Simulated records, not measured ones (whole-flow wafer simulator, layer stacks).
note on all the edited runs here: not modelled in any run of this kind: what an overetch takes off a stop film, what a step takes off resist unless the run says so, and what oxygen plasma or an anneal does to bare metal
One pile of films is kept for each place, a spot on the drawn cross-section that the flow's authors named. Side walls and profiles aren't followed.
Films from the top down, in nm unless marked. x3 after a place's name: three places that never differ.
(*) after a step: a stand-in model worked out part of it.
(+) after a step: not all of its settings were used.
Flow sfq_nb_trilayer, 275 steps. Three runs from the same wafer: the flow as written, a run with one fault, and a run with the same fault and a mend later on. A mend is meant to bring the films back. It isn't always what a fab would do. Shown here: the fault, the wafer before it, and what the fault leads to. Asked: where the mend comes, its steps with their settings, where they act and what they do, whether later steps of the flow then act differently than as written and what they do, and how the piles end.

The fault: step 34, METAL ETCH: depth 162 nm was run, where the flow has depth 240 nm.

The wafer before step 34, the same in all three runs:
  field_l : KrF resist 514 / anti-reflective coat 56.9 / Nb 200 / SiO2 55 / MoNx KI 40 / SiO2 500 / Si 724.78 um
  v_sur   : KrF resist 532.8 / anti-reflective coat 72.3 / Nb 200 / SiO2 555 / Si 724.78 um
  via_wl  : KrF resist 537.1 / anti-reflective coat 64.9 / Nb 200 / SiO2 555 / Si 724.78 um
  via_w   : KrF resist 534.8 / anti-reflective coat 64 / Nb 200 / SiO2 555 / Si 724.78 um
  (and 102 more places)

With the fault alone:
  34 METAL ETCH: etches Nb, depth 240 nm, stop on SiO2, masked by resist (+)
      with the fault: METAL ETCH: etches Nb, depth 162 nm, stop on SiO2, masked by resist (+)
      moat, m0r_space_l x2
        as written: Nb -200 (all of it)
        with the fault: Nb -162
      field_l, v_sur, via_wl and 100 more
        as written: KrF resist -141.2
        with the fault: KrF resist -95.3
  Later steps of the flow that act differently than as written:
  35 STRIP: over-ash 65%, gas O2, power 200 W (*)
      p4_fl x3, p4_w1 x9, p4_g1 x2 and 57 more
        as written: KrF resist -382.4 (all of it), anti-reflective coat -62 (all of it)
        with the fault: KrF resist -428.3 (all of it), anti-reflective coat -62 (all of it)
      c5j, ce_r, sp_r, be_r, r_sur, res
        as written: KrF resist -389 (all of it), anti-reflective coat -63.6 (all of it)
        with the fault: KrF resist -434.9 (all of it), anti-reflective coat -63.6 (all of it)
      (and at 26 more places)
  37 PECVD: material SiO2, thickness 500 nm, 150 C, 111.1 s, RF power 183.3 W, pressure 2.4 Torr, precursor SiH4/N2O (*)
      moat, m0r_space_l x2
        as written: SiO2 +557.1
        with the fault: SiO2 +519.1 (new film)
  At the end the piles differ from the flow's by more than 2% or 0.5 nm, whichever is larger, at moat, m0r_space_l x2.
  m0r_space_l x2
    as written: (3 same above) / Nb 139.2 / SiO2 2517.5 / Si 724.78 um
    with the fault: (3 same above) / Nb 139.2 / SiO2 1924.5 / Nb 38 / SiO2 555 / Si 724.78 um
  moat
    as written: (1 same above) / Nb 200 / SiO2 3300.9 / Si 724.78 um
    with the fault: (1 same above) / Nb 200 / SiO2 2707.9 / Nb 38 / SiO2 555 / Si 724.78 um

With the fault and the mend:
  The mend comes after step 34.
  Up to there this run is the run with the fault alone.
  34a METAL ETCH: etches Nb, depth 78 nm, stop on SiO2, masked by resist (+) (the flow's step 34 once more, with other settings)
      field_l, v_sur, via_wl and 100 more
        KrF resist -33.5
      moat, m0r_space_l x2
        Nb -38 (all of it)
  Later steps of the flow that act differently than as written:
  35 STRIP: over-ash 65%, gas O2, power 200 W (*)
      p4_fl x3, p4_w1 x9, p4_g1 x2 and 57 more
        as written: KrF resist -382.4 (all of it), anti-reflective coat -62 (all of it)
        with the mend: KrF resist -394.7 (all of it), anti-reflective coat -62 (all of it)
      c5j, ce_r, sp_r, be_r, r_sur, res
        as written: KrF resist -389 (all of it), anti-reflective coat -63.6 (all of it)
        with the mend: KrF resist -401.4 (all of it), anti-reflective coat -63.6 (all of it)
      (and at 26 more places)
  At the end the piles are the same as the flow's at every place that both follow.
